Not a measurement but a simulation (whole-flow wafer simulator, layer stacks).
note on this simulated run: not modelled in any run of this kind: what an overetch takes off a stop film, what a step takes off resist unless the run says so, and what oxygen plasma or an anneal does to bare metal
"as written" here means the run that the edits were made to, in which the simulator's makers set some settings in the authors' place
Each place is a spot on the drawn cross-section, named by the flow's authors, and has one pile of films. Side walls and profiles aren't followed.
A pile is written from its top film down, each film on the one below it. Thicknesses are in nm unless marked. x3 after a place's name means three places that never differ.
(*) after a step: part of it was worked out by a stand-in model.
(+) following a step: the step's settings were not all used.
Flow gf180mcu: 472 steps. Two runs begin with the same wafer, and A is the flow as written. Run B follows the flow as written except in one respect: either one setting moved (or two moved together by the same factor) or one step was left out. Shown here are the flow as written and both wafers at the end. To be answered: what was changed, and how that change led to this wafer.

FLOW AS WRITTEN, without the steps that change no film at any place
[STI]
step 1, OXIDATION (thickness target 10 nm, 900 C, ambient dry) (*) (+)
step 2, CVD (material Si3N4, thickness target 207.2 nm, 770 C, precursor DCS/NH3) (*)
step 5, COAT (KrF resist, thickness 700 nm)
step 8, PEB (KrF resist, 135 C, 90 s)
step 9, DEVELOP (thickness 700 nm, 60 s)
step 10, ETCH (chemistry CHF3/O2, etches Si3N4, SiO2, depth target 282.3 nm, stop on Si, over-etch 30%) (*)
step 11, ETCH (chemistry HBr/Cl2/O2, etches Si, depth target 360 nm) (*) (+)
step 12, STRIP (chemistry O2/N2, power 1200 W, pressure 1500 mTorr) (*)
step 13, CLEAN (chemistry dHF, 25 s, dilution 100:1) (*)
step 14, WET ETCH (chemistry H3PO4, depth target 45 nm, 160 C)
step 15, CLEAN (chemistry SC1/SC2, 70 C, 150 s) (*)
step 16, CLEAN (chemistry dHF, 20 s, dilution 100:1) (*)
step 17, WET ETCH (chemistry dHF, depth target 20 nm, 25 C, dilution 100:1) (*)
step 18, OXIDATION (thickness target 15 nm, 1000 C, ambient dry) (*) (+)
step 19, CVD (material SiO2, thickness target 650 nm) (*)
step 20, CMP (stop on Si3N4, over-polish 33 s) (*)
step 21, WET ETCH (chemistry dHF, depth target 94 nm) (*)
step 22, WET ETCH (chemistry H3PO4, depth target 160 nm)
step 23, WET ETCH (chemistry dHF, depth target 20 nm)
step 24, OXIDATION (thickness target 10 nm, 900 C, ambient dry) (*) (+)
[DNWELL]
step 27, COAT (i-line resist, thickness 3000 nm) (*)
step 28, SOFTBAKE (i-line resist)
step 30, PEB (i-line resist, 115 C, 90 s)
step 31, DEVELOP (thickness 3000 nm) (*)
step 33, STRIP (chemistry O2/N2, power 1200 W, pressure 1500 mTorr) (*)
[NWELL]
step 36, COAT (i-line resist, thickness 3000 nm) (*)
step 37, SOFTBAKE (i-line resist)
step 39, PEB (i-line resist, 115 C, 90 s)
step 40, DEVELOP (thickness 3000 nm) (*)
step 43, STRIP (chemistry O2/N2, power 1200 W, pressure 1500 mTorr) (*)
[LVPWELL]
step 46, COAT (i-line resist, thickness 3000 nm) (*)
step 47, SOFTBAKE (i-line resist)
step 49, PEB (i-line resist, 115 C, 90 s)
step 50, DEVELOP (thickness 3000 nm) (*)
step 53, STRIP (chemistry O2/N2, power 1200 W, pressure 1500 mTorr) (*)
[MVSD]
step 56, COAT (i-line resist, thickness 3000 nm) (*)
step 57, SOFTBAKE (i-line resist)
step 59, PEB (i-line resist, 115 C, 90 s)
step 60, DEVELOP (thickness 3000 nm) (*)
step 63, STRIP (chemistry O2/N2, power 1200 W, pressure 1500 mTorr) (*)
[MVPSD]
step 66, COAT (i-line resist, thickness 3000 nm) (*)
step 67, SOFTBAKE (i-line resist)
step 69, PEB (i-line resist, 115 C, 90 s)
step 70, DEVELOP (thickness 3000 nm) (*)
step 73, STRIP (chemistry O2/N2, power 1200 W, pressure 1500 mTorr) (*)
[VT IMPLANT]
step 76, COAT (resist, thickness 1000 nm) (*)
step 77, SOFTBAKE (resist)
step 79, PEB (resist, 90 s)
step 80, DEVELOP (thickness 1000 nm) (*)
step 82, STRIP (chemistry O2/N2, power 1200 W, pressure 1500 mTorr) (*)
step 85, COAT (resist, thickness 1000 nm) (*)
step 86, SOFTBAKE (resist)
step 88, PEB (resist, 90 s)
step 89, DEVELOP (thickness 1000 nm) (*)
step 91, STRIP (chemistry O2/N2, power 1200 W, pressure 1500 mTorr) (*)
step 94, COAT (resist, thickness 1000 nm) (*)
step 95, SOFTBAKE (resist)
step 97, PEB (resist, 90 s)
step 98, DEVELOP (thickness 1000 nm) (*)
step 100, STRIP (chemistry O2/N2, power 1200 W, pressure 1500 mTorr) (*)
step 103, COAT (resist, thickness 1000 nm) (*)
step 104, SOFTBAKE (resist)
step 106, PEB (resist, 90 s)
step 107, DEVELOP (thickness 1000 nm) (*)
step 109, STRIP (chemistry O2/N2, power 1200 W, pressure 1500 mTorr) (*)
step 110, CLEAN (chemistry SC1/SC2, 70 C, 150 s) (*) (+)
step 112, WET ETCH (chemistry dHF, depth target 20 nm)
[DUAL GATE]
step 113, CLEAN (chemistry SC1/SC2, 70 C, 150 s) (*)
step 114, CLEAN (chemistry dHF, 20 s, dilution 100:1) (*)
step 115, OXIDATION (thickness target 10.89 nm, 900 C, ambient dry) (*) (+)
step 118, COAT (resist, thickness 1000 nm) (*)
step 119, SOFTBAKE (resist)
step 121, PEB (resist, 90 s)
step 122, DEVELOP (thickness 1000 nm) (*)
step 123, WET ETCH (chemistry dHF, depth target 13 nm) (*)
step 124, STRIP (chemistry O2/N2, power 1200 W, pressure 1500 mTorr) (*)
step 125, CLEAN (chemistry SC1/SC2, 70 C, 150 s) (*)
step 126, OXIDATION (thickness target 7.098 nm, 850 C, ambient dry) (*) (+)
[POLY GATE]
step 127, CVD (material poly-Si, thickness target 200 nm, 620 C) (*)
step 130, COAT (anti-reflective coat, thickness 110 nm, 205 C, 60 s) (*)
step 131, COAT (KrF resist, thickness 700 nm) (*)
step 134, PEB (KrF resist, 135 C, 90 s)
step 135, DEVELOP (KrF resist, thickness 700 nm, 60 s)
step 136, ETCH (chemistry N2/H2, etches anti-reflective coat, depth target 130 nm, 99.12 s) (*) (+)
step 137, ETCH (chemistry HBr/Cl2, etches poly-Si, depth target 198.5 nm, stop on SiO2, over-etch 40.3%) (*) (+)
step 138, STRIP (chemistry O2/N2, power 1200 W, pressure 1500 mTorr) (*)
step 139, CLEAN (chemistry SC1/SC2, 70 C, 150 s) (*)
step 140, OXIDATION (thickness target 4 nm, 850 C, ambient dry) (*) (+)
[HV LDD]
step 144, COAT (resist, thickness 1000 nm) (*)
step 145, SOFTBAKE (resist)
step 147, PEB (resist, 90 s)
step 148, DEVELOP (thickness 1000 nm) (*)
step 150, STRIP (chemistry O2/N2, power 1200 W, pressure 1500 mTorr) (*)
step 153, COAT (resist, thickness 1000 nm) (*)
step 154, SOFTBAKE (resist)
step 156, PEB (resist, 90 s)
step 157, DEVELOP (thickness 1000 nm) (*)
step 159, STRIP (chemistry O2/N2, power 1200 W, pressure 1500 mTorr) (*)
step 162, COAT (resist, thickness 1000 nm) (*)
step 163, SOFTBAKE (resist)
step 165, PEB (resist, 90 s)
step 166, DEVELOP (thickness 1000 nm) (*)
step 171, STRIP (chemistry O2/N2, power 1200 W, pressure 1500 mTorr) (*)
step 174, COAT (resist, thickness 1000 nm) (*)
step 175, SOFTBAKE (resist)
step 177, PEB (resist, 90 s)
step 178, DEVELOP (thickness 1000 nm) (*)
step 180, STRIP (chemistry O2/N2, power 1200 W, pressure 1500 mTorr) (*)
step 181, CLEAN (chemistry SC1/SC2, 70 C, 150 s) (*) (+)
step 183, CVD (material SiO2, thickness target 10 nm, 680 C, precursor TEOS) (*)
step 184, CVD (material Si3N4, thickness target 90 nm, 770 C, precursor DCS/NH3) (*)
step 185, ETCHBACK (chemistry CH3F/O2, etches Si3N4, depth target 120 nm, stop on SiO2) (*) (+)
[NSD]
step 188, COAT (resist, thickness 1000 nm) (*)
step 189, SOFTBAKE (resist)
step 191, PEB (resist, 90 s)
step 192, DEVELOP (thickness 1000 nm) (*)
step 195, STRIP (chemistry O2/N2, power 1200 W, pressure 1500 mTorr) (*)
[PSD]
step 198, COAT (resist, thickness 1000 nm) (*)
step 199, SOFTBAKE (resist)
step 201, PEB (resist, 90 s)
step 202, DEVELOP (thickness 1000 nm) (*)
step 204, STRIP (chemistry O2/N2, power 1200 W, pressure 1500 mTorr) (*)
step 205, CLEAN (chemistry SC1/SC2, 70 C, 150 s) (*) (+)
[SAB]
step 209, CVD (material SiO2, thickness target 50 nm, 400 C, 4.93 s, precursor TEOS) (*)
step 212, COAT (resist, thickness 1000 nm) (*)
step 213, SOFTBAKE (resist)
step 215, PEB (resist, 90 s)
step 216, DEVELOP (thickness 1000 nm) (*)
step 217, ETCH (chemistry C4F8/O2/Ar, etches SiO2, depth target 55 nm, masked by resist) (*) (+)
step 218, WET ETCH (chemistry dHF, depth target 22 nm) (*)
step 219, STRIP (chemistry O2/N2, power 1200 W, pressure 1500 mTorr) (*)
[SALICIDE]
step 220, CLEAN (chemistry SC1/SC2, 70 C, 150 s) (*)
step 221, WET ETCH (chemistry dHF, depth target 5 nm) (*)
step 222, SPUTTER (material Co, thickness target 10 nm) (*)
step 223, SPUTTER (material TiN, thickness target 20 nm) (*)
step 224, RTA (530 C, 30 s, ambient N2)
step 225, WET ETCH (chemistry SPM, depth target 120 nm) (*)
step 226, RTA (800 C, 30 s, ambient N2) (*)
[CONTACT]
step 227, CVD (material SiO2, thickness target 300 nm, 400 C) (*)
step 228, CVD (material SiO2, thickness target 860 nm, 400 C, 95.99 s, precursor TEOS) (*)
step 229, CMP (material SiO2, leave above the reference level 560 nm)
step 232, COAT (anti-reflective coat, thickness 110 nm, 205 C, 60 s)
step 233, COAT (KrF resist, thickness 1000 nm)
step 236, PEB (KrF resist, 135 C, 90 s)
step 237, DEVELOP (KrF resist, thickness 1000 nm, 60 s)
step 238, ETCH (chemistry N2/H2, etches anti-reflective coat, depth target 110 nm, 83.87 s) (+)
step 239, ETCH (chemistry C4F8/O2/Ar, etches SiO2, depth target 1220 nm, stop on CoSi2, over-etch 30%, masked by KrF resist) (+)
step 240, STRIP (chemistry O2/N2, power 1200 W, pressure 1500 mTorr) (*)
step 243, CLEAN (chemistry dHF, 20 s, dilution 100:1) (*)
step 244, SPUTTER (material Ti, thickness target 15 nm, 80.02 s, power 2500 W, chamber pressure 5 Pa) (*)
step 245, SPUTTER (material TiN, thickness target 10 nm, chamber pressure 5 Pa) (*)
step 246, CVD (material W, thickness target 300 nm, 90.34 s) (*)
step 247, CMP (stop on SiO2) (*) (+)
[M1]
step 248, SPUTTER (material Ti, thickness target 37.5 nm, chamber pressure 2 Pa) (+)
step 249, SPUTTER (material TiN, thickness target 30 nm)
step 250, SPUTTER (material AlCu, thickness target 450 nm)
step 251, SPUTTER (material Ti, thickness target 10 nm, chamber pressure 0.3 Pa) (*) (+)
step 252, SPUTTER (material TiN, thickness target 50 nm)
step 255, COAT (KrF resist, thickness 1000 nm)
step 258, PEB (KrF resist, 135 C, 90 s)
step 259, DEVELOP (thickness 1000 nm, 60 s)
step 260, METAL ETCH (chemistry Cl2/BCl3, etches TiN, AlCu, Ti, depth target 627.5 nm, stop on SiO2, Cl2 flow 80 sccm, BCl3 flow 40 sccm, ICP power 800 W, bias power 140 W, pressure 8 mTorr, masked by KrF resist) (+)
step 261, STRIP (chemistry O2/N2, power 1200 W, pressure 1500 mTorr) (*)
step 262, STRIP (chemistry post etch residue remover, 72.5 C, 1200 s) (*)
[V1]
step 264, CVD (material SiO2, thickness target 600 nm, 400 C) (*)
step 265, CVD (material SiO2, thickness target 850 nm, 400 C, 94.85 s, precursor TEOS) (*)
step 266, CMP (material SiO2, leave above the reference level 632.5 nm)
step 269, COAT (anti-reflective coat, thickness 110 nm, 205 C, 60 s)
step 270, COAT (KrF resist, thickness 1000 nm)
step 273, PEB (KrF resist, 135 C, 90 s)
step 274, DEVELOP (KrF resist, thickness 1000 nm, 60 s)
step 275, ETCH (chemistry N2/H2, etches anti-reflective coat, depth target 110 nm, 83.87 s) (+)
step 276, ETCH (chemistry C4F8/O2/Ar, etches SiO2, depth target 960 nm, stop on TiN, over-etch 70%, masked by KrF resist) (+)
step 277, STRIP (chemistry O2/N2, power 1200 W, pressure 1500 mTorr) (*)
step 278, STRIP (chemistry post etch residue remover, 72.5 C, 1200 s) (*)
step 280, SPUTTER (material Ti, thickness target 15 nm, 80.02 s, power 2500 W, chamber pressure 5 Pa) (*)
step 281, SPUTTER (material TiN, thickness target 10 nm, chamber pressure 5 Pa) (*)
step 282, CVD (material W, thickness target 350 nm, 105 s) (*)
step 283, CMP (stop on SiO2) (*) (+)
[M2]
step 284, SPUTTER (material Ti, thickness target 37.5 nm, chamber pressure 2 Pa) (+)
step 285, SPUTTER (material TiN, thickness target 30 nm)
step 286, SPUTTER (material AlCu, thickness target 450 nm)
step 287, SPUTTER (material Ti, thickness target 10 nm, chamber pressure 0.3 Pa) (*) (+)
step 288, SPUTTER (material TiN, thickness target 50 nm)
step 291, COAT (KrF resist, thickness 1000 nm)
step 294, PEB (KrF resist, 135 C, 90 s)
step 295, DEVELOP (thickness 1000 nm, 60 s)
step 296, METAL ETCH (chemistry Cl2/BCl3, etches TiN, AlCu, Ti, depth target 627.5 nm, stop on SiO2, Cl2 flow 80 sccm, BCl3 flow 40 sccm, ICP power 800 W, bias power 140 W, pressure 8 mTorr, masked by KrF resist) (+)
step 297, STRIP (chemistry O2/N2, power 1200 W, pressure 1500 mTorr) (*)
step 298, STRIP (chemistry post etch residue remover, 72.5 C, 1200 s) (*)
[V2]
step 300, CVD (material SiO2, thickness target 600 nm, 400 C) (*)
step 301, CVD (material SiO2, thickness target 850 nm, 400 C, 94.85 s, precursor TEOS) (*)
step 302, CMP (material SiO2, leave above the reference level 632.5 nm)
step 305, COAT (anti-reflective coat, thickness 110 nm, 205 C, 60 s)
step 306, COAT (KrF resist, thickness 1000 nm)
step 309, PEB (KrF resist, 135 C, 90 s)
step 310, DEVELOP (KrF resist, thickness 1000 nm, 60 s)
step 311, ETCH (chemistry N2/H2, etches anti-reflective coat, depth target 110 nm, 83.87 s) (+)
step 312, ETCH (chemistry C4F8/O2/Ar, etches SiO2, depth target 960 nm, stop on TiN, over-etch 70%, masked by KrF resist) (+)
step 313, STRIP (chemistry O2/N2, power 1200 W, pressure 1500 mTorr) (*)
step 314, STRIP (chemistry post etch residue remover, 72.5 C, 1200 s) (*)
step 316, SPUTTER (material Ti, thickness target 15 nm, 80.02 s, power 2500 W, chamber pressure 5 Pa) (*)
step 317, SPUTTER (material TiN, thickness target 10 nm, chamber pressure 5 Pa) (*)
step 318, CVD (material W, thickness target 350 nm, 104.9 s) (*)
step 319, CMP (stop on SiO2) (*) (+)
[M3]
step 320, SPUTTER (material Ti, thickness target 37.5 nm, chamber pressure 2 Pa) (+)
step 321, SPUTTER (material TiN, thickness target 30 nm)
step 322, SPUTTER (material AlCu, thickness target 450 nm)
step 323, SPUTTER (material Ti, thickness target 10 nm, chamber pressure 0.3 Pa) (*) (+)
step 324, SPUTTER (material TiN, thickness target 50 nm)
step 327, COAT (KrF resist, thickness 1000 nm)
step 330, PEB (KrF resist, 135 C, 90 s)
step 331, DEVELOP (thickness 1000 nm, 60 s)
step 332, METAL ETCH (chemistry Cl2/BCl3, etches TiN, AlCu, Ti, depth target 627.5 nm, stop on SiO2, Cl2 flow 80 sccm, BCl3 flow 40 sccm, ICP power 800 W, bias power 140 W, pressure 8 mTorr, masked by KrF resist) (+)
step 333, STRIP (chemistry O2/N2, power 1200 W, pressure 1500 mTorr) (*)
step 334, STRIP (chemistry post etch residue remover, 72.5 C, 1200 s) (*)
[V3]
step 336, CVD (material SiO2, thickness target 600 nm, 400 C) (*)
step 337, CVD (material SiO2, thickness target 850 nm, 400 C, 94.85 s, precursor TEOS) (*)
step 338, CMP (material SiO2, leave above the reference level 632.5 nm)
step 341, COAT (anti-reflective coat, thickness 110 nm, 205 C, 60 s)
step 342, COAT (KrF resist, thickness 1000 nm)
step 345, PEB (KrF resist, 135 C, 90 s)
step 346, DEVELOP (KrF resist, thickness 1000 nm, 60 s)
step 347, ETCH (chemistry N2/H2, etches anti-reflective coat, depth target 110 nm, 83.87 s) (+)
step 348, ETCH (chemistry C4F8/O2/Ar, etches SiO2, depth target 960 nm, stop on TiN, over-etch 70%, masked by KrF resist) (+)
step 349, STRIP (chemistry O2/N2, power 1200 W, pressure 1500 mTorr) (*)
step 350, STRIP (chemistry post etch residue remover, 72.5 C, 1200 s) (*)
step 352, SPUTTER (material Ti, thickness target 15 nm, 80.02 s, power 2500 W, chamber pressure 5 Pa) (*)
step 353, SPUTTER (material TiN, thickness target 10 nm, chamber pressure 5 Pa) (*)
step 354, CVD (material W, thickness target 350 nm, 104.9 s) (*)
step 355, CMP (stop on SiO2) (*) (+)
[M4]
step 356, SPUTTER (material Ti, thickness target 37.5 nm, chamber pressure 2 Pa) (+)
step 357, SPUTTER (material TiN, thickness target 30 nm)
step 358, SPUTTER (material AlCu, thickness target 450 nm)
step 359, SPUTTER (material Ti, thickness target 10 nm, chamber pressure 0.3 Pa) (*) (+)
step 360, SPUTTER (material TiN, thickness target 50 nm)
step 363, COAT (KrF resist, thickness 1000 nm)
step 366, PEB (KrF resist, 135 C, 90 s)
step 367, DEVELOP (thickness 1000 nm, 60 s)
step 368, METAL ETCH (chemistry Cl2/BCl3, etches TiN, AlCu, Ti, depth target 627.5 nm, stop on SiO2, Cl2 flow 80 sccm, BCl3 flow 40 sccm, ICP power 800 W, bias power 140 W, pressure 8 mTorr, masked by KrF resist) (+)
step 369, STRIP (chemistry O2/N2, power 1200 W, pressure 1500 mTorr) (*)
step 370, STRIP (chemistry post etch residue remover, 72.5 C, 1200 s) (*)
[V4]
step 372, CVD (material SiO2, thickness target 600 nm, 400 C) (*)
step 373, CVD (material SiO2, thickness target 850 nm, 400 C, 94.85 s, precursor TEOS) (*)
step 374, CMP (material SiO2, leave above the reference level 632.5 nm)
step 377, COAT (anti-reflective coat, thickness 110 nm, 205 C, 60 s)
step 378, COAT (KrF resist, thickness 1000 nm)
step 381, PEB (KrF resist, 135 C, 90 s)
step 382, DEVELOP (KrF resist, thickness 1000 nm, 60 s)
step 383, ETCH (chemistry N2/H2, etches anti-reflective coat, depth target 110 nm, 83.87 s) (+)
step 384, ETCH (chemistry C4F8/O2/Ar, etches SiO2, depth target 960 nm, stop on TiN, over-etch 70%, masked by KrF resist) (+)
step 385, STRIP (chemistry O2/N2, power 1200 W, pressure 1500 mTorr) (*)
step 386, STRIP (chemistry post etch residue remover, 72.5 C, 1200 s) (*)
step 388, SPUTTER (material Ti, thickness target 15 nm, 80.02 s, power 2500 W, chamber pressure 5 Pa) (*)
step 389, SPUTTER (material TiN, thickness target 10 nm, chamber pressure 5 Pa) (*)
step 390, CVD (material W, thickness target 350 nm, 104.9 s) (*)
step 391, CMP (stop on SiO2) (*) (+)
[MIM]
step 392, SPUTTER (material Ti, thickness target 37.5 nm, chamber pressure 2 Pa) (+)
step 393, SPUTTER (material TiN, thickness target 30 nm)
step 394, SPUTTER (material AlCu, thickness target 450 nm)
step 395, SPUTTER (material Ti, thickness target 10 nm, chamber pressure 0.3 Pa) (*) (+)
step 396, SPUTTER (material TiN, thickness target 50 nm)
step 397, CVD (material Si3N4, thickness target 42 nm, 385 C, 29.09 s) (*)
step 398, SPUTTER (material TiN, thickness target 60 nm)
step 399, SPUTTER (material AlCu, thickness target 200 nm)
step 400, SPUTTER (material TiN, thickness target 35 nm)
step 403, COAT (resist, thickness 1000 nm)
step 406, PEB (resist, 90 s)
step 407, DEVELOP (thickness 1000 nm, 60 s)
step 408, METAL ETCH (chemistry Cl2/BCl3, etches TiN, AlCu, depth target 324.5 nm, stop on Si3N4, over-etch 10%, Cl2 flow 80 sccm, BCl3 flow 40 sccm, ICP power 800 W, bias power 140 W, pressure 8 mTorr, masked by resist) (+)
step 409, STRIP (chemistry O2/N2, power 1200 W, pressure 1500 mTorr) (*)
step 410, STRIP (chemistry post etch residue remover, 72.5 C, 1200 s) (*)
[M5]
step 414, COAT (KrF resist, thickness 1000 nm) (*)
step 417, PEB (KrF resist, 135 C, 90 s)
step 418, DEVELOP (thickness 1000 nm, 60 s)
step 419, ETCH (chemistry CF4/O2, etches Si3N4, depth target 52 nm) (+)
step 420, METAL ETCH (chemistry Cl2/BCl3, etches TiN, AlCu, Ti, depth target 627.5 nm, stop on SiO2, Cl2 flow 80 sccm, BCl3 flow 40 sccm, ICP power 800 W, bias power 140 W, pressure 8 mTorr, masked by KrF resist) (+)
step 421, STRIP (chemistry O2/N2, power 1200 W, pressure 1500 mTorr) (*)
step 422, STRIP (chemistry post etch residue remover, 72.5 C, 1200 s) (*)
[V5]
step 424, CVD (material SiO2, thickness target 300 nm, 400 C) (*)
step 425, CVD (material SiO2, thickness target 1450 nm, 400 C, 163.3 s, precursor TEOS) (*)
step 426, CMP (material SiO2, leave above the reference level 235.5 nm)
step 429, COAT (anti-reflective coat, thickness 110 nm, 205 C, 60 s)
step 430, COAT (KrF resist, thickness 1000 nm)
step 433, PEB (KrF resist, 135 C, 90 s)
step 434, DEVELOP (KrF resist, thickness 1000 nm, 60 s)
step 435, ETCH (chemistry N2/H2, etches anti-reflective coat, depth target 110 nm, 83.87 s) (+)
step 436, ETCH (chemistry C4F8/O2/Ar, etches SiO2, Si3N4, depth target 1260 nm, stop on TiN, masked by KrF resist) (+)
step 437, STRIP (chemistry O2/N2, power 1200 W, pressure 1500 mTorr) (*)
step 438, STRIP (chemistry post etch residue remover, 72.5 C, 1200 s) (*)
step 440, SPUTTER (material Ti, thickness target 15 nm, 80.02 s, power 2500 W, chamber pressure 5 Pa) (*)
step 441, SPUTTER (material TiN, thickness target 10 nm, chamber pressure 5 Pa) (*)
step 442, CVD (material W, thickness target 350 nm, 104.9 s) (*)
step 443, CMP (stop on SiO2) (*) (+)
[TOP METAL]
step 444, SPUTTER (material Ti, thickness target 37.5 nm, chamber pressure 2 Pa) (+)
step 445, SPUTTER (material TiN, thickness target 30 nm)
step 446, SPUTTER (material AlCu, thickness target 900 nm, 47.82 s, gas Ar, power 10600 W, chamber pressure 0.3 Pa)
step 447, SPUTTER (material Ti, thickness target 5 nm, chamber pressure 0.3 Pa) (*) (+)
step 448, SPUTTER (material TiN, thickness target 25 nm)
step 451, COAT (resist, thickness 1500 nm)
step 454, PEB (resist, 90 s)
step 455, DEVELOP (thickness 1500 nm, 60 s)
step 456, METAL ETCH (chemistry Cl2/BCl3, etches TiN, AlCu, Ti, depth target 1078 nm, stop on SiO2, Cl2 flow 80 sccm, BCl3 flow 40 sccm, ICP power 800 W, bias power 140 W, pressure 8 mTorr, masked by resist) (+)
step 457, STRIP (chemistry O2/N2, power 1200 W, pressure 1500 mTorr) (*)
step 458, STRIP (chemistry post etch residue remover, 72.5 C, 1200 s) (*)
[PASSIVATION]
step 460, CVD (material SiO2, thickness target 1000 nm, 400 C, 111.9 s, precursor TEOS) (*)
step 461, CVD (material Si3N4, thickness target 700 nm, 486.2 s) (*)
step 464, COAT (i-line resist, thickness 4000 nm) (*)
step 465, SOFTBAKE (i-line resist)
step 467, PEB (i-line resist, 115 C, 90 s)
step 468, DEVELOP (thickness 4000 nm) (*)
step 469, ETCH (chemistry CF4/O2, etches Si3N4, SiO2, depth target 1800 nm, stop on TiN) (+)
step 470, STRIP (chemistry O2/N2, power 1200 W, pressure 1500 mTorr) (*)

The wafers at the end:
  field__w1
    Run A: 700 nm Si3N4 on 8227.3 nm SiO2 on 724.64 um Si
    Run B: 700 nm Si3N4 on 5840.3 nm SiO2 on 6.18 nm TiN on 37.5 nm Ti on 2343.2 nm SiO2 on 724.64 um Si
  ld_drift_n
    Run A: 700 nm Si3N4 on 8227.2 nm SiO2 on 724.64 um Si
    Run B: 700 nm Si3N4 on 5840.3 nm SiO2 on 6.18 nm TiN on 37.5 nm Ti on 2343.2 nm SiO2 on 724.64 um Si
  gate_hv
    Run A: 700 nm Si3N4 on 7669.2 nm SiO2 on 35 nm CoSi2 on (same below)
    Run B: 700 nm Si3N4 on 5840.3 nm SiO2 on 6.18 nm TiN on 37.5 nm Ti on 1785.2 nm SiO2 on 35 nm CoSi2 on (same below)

What caused this: step 296, METAL ETCH: depth target 533.4 nm was run, while the flow as written has depth target 627.5 nm.

Step by step, how the change led to this:
  step 296, METAL ETCH (chemistry Cl2/BCl3, etches TiN, AlCu, Ti, depth target 627.5 nm, stop on SiO2, Cl2 flow 80 sccm, BCl3 flow 40 sccm, ICP power 800 W, bias power 140 W, pressure 8 mTorr, masked by KrF resist) (+)
      field, field__w1, field__w2 and 103 more: A TiN loses 50 (all of it), Ti loses 10 (all of it), AlCu loses 450 (all of it), TiN loses 30 (all of it), Ti loses 37.5 (all of it) | B TiN loses 50 (all of it), Ti loses 10 (all of it), AlCu loses 450 (all of it), TiN loses 23.4
      field__w8, contact, m1, m1__w1, m1_nw: A KrF resist loses 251 | B KrF resist loses 213.4
  step 297, STRIP (chemistry O2/N2, power 1200 W, pressure 1500 mTorr) (*)
      field__w8, contact, m1, m1__w1, m1_nw: A KrF resist loses 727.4 (all of it) | B KrF resist loses 765 (all of it)
  step 300, CVD (material SiO2, thickness target 600 nm, 400 C) (*)
      field, field__w1, field__w2 and 103 more: A SiO2 gains 600 | B SiO2 gains 600 (new film)
  step 302, CMP (material SiO2, leave above the reference level 632.5 nm)
      field, field__w1, field__w2 and 103 more: A SiO2 loses 300 | B SiO2 loses 343.7
With metal films that touch counted as one body, field__w1 has 1 body; the flow as written gives 0 bodies.
With metal films that touch counted as one body, ld_drift_n has 1 body; the flow as written gives 0 bodies.
With metal films that touch counted as one body, gate_hv has 2 bodies (between them, from the top down: SiO2 1785.2); the flow as written gives 1 body.
